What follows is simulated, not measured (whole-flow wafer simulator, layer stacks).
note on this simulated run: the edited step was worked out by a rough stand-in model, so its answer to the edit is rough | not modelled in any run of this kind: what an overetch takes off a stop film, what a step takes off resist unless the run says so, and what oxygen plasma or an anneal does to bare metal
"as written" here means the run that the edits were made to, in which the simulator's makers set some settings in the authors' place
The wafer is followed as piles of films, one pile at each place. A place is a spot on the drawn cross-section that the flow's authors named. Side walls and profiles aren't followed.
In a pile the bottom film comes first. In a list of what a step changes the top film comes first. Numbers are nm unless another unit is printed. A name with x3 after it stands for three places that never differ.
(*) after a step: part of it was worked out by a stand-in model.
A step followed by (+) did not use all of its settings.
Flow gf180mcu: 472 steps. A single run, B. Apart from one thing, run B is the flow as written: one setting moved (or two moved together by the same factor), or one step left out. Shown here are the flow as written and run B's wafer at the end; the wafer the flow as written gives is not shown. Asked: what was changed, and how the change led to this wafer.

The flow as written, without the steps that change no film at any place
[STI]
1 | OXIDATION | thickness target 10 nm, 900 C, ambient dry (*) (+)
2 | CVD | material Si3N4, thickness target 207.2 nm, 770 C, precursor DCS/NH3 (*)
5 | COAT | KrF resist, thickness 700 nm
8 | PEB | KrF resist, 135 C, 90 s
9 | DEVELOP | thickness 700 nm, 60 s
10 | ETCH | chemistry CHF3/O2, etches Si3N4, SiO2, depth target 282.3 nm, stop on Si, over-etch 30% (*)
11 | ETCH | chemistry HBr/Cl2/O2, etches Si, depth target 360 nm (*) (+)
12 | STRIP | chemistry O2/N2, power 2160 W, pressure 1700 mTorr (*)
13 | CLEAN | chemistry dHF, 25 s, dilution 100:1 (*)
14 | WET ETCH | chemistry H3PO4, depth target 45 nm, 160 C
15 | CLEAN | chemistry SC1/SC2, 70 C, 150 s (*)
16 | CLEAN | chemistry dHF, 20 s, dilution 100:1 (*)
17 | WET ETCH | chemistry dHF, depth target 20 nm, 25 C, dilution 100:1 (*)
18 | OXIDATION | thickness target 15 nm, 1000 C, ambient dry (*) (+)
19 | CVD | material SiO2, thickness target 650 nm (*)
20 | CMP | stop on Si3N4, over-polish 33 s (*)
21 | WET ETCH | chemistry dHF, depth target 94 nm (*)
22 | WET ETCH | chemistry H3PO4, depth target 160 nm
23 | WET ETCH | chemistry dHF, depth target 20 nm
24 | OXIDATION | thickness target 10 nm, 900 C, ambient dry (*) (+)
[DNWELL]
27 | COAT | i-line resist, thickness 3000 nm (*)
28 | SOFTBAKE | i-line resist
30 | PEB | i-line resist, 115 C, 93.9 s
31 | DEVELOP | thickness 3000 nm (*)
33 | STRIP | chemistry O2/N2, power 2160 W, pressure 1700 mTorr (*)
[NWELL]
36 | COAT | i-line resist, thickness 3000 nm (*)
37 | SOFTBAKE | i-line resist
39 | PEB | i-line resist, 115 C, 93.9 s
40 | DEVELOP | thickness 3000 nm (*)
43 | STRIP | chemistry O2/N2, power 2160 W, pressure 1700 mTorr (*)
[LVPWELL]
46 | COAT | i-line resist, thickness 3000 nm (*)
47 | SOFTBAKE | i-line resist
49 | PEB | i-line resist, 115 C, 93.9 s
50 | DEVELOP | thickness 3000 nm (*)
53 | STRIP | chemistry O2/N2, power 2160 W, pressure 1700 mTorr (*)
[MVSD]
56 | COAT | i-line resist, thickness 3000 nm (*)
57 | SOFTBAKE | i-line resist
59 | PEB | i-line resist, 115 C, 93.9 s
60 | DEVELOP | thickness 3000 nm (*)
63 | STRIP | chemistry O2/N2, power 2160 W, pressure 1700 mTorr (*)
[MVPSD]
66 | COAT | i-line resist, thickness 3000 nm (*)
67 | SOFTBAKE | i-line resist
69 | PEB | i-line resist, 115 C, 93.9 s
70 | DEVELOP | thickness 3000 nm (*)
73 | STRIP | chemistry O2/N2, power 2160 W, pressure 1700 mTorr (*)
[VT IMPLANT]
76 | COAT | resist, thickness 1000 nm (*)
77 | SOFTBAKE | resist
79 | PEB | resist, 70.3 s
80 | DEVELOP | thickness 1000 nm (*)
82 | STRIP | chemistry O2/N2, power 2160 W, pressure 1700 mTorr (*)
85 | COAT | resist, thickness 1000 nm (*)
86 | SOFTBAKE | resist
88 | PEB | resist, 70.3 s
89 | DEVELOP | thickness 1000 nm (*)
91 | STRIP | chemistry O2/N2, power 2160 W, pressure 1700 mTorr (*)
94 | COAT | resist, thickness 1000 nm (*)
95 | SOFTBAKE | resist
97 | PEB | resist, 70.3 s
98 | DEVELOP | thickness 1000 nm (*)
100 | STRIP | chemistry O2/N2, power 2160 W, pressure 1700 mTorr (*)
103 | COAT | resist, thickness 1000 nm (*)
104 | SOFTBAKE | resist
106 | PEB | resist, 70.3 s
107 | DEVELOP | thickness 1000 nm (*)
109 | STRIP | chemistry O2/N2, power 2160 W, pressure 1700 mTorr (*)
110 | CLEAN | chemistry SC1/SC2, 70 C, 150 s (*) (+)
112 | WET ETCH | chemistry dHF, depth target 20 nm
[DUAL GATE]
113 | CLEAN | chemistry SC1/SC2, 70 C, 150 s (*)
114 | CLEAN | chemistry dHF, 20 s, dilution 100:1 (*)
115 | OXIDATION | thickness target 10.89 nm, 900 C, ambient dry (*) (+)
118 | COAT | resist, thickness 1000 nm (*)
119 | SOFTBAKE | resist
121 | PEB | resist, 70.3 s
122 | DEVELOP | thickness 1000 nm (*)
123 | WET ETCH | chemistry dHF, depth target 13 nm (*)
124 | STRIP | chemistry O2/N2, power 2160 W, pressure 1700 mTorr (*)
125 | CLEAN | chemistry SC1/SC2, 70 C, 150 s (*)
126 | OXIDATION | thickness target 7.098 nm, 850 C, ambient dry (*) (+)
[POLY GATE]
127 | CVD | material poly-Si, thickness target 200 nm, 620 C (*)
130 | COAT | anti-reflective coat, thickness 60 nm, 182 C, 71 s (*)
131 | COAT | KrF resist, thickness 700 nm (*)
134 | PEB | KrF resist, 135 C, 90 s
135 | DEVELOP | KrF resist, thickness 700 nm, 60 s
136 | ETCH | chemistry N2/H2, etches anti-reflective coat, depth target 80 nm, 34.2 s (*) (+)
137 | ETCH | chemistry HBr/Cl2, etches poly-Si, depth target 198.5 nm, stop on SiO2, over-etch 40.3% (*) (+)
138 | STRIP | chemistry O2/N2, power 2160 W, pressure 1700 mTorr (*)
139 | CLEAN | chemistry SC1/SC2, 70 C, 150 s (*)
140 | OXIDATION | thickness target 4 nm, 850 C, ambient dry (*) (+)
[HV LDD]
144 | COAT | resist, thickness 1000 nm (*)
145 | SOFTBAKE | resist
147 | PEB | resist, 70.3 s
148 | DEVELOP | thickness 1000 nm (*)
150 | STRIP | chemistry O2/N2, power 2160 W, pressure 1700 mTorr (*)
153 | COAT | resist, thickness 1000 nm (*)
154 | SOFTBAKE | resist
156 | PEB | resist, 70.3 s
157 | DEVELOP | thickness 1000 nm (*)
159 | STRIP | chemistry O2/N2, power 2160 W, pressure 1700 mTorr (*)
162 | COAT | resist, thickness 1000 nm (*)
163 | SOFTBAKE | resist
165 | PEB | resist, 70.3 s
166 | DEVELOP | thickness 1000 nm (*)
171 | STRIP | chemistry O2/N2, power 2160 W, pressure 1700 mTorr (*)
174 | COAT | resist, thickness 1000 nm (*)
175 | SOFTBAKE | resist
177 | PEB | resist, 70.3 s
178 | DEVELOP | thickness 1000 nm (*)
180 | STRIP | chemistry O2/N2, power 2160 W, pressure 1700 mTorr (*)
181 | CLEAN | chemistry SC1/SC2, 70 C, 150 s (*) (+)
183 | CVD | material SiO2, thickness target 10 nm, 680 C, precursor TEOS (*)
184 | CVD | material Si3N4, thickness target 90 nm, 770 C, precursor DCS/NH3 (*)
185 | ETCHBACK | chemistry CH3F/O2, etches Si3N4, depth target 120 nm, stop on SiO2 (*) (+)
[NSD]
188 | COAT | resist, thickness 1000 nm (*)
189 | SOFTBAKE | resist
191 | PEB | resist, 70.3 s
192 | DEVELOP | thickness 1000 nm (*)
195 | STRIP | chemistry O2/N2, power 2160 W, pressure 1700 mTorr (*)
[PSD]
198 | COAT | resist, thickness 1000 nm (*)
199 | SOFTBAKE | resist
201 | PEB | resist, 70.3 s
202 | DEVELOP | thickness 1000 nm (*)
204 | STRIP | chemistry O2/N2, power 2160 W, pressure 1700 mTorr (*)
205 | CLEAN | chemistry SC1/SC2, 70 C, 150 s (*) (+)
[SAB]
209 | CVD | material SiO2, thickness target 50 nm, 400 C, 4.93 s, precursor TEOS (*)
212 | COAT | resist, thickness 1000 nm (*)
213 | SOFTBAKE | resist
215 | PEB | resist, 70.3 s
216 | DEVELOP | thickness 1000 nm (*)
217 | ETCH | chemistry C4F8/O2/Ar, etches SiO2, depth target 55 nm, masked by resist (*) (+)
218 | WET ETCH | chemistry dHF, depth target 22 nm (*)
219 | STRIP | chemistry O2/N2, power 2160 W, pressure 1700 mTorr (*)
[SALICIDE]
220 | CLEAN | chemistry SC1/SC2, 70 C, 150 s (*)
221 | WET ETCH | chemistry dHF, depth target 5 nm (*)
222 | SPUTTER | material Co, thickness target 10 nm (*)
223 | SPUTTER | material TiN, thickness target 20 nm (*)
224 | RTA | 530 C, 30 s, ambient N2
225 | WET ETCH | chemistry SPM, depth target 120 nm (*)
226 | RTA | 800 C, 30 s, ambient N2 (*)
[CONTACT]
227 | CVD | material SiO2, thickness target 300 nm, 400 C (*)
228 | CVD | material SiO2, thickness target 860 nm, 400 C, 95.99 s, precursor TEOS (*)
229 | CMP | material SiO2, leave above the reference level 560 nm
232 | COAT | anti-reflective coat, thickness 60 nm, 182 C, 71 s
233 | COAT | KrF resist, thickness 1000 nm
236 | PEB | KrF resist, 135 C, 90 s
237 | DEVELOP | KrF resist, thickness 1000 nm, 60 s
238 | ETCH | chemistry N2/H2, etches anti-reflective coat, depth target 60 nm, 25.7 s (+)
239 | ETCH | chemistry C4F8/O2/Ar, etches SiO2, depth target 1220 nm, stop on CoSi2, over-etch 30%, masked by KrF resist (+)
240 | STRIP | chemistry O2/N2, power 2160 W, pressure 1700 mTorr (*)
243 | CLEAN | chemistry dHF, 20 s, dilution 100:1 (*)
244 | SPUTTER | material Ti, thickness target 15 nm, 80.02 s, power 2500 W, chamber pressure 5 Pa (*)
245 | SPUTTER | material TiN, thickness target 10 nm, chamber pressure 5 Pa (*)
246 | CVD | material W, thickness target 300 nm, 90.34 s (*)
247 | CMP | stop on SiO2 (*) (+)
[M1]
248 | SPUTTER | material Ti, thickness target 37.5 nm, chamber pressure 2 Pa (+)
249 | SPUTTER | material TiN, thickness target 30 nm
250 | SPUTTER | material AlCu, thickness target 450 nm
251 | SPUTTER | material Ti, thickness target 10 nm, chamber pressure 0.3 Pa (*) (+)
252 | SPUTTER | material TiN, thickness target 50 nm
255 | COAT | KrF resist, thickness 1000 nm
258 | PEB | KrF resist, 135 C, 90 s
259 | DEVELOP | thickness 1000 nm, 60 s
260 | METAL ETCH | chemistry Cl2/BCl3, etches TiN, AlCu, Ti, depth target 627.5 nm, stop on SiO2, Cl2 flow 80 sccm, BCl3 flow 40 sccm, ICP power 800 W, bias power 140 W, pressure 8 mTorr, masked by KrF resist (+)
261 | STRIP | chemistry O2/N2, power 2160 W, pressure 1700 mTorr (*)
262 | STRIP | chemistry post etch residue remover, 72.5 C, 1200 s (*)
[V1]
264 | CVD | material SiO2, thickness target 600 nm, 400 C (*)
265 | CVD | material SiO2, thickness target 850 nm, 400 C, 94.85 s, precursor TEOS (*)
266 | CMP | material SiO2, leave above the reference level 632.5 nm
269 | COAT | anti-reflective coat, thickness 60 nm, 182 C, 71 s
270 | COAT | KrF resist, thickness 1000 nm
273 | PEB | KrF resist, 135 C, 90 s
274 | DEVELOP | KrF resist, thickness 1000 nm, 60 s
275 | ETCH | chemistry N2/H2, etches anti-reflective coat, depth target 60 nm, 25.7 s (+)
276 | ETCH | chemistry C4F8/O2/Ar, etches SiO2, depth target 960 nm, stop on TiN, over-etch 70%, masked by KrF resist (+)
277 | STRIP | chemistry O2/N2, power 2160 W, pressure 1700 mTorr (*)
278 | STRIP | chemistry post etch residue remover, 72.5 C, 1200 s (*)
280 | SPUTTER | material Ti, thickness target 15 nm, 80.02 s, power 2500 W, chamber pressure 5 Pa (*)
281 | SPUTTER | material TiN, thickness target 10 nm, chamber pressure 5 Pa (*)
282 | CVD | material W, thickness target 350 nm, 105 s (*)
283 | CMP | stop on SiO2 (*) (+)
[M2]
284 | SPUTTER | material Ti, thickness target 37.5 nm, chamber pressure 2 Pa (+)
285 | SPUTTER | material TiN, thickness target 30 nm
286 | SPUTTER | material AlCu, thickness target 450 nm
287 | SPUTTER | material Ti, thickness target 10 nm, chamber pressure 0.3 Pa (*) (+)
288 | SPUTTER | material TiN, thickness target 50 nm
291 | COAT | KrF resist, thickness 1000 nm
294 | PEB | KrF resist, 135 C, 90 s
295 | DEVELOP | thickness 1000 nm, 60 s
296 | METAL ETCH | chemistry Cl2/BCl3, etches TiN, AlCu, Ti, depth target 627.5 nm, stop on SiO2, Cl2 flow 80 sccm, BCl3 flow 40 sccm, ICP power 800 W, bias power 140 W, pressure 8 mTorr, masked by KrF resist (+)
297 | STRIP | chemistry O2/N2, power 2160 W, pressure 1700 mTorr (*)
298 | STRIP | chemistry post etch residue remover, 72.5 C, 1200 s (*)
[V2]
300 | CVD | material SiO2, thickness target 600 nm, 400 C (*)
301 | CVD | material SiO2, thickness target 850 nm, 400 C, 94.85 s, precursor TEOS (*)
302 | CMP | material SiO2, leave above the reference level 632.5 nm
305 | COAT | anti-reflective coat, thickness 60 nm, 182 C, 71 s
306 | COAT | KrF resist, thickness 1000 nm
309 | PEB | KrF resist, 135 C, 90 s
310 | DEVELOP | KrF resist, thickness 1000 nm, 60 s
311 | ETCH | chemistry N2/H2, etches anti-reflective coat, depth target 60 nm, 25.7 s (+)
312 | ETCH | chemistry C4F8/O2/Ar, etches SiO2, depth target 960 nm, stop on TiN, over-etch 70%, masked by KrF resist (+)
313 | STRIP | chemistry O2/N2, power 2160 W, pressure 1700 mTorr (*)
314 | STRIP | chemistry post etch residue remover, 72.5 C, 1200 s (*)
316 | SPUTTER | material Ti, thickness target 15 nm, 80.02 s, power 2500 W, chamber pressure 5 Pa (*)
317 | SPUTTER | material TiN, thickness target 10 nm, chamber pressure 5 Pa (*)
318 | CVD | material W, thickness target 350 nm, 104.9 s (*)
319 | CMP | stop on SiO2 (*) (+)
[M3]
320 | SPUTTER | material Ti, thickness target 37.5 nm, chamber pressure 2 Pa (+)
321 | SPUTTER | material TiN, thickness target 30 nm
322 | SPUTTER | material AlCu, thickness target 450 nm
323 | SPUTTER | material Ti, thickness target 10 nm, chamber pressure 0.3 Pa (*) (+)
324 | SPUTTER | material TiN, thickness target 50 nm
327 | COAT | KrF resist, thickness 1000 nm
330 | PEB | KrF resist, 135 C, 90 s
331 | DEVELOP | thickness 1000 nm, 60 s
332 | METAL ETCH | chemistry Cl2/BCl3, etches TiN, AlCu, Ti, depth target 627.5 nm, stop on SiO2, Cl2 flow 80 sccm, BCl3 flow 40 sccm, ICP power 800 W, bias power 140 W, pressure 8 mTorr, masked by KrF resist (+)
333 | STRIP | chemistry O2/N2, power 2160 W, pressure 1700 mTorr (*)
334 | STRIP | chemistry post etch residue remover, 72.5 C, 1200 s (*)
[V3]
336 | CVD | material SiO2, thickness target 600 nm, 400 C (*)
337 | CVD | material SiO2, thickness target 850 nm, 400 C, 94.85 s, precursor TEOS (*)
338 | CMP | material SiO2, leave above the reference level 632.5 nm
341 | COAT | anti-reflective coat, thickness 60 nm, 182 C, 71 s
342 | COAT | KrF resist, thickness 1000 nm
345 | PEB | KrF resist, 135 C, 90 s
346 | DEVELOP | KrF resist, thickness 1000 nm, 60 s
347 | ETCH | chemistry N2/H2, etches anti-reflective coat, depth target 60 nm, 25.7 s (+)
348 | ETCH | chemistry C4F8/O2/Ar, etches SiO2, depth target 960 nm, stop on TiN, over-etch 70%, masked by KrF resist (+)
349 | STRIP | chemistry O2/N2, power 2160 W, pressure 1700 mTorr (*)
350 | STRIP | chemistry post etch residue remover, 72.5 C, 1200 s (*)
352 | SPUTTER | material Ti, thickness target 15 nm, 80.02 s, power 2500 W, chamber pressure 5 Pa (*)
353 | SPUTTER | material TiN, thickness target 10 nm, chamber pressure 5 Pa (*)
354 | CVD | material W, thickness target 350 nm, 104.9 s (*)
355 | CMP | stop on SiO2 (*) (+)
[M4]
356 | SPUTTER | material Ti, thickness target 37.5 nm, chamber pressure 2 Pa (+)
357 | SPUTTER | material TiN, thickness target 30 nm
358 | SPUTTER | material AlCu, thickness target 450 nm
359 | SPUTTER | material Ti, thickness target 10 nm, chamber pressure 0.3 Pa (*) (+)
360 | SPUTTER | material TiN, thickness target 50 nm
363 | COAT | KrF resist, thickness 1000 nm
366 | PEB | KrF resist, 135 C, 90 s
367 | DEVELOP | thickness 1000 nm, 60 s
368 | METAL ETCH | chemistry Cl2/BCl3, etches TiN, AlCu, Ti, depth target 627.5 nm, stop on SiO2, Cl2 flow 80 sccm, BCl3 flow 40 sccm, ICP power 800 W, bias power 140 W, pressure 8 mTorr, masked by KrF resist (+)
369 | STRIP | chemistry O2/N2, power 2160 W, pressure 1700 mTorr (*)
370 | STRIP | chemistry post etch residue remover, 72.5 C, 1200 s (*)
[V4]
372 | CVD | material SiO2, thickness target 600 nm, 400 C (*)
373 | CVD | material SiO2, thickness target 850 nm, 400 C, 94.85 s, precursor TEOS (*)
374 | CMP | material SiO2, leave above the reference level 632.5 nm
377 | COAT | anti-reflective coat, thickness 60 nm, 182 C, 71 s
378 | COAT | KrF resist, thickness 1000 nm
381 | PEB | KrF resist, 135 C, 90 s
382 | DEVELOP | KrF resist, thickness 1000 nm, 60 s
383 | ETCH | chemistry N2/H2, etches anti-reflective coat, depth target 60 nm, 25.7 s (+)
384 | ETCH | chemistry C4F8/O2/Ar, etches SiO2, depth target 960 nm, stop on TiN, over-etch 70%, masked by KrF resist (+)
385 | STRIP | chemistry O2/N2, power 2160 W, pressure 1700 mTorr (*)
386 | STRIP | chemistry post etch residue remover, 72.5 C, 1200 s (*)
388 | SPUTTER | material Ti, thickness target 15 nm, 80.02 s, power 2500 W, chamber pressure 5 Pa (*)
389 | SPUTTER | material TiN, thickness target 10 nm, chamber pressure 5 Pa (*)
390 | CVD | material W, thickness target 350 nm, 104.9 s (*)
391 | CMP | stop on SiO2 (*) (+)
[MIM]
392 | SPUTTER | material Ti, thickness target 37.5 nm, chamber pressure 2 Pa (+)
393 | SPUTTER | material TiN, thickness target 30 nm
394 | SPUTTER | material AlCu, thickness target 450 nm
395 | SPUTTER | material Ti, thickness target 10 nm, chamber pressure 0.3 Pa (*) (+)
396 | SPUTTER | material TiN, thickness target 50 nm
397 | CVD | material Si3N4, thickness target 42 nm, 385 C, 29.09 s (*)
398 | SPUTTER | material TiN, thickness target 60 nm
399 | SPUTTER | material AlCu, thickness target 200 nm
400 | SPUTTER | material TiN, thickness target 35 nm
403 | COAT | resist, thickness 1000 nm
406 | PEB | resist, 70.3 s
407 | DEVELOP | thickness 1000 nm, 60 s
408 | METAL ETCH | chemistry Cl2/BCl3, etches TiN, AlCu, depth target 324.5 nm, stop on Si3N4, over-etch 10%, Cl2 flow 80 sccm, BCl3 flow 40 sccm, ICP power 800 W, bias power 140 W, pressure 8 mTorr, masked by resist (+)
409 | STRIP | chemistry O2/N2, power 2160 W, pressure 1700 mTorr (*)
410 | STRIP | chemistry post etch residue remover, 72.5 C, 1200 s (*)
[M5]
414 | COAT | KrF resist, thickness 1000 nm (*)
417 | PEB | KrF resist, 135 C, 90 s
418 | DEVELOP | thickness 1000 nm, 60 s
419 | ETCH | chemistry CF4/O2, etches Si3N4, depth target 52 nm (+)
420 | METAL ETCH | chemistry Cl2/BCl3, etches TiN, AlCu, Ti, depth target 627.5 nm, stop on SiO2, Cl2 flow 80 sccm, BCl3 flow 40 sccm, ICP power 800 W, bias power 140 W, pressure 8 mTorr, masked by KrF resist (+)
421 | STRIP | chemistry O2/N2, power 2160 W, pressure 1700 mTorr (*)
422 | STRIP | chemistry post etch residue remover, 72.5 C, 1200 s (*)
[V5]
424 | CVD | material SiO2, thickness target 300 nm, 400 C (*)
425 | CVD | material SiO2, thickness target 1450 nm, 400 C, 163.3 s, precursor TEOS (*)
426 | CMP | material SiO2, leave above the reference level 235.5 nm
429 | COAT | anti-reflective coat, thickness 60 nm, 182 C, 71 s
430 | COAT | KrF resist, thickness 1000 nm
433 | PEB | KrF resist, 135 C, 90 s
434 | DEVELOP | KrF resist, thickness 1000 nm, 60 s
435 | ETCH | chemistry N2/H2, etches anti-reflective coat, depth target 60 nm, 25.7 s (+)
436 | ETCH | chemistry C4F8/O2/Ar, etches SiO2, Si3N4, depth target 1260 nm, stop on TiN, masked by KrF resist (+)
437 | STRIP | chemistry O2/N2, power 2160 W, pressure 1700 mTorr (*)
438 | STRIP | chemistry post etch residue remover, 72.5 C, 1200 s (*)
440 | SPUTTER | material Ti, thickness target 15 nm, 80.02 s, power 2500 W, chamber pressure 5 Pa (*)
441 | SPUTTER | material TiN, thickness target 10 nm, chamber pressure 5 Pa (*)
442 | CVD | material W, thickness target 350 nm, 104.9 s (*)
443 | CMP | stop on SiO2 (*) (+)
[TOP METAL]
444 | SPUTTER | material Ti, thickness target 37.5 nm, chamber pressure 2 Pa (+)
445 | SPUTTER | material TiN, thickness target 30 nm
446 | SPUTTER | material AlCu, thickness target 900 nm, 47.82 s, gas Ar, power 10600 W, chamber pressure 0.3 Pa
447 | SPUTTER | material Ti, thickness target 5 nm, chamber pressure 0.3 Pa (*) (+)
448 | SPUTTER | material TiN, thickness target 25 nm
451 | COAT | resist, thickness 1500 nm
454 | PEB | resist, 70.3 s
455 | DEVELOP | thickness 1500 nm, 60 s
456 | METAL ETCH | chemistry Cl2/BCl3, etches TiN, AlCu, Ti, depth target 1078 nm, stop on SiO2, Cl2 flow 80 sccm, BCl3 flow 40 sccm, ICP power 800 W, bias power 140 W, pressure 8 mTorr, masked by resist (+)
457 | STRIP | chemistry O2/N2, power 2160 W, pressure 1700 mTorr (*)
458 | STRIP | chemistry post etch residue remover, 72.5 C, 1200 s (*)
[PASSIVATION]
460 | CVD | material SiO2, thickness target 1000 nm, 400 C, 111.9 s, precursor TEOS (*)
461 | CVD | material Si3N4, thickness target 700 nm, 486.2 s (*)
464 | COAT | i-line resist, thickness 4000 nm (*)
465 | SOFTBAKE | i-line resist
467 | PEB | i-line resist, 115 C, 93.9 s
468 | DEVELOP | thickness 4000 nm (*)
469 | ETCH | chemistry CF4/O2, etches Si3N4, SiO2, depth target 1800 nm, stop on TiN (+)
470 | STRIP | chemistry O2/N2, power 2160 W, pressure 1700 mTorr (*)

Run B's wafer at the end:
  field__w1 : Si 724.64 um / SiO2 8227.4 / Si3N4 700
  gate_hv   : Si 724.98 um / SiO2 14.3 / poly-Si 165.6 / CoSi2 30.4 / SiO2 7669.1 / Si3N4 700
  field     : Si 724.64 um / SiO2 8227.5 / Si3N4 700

Cause: step 222, SPUTTER: thickness target 8.7 nm was run, whereas the flow has thickness target 10 nm.

How this came from the change, step by step:
  222 | SPUTTER | material Co, thickness target 10 nm (*)
      field, field__w7, field__w8 and 71 more: Co gains 8.7 (new film) (as written it would have been: Co gains 10 (new film))
      field__w2, mim: Co gains 7.53 (new film) (as written it would have been: Co gains 8.65 (new film))
      (as well as at 35 more places)
  224 | RTA | 530 C, 30 s, ambient N2
      gate, gate_hv, gate_p and 22 more: under 1 film: CoSi gains 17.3 (new film), Co loses 8.7 (all of it), poly-Si loses 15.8 (as written it would have been: under 1 film: CoSi gains 19.9 (new film), Co loses 10 (all of it), poly-Si loses 18.2)
      active, p_well, sd_n and 11 more: under 1 film: CoSi gains 17.3 (new film), Co loses 8.7 (all of it), Si loses 15.8 (as written it would have been: under 1 film: CoSi gains 19.9 (new film), Co loses 10 (all of it), Si loses 18.1)
      (as well as at 10 more places)
  225 | WET ETCH | chemistry SPM, depth target 120 nm (*)
      field, field__w7, field__w8 and 32 more: TiN loses 20 (all of it), Co loses 8.7 (all of it) (as written it would have been: TiN loses 20 (all of it), Co loses 10 (all of it))
      field_sub__w3, nw_enc_fld_lv__w4: TiN loses 19.8 (all of it), Co loses 8.62 (all of it) (as written it would have been: TiN loses 19.8 (all of it), Co loses 9.91 (all of it))
      (as well as at 25 more places)
  226 | RTA | 800 C, 30 s, ambient N2 (*)
      gate, gate_hv, gate_p and 22 more: CoSi2 gains 30.4 (new film), CoSi loses 17.3 (all of it), poly-Si loses 15.8 (as written it would have been: CoSi2 gains 35 (new film), CoSi loses 19.9 (all of it), poly-Si loses 18.2)
      active, p_well, sd_n and 11 more: CoSi2 gains 30.4 (new film), CoSi loses 17.3 (all of it), Si loses 15.8 (as written it would have been: CoSi2 gains 35 (new film), CoSi loses 19.9 (all of it), Si loses 18.1)
      (as well as at 10 more places)
